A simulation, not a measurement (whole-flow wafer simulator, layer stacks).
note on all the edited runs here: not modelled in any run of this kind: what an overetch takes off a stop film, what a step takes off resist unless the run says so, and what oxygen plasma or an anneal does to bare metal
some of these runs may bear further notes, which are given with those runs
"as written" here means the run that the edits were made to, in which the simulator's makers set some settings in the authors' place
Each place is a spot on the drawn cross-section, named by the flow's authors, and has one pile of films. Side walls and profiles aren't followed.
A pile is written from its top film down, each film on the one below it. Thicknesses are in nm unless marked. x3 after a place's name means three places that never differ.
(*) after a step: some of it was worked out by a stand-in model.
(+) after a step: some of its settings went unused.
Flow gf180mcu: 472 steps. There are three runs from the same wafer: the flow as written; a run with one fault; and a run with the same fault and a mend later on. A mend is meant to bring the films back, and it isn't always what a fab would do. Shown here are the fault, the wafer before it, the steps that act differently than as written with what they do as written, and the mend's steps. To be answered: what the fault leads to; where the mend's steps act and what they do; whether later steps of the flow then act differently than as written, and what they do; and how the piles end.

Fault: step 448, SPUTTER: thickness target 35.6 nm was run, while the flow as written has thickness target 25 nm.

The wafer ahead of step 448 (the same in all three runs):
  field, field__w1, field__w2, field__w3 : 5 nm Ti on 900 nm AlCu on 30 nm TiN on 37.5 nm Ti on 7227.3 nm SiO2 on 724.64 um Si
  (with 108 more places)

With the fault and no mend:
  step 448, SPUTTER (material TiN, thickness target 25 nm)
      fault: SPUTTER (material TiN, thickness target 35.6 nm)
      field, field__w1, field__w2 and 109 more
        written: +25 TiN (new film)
        fault: +35.6 TiN (new film)
  Steps later in the flow that act otherwise than as written (4 more steps, not shown, differ only slightly: by at most 2% or 0.5 nm, whichever is larger):
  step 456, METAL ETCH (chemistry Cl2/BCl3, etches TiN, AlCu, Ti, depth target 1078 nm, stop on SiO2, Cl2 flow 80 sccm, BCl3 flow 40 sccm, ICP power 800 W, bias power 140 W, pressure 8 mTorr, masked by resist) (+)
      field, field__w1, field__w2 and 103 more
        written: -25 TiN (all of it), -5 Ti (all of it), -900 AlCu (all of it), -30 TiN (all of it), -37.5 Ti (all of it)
        fault: -35.6 TiN (all of it), -5 Ti (all of it), -900 AlCu (all of it), -30 TiN (all of it), -37.5 Ti (all of it)
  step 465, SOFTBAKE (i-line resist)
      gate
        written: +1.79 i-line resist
        fault: -0.28 i-line resist
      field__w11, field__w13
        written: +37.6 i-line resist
        fault: +31.5 i-line resist
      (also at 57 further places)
  By the end, the piles at field__w8, contact, m1, m1__w1, pad, m1_nw depart from the flow's by more than 2% or 0.5 nm, whichever is larger.
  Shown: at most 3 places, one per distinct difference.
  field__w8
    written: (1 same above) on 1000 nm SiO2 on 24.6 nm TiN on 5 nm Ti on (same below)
    fault: (1 same above) on 1000 nm SiO2 on 35.2 nm TiN on 5 nm Ti on (same below)
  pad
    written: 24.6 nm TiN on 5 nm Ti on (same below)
    fault: 35.2 nm TiN on 5 nm Ti on (same below)

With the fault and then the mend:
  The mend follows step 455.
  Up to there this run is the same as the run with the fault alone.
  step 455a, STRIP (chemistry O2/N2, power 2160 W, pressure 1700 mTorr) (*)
      field__w8, contact, m1, m1__w1, pad, m1_nw
        -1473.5 resist (all of it)
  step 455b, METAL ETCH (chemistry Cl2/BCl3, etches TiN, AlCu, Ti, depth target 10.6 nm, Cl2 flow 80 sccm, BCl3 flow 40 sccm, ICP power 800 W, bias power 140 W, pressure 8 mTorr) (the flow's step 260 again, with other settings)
      field, field__w1, field__w2 and 109 more
        -10.6 TiN
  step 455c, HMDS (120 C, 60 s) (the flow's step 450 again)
      does not change any film at any place that is followed
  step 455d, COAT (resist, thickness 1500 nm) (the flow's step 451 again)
      field, field__w1, field__w2 and 109 more
        +1500 resist (new film)
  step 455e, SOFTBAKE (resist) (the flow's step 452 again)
      does not change any film at any place that is followed
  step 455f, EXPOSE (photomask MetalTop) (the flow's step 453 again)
      does not change any film at any place that is followed
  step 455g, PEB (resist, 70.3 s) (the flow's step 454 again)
      field, field__w1, field__w2 and 109 more
        -26.5 resist
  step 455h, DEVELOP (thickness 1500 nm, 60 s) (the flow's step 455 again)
      field, field__w1, field__w2 and 103 more
        -1473.5 resist (all of it)
  Every later step of the flow that is run acts as written at every place that is followed.
  By the end, the piles equal the flow's at every place that both follow.
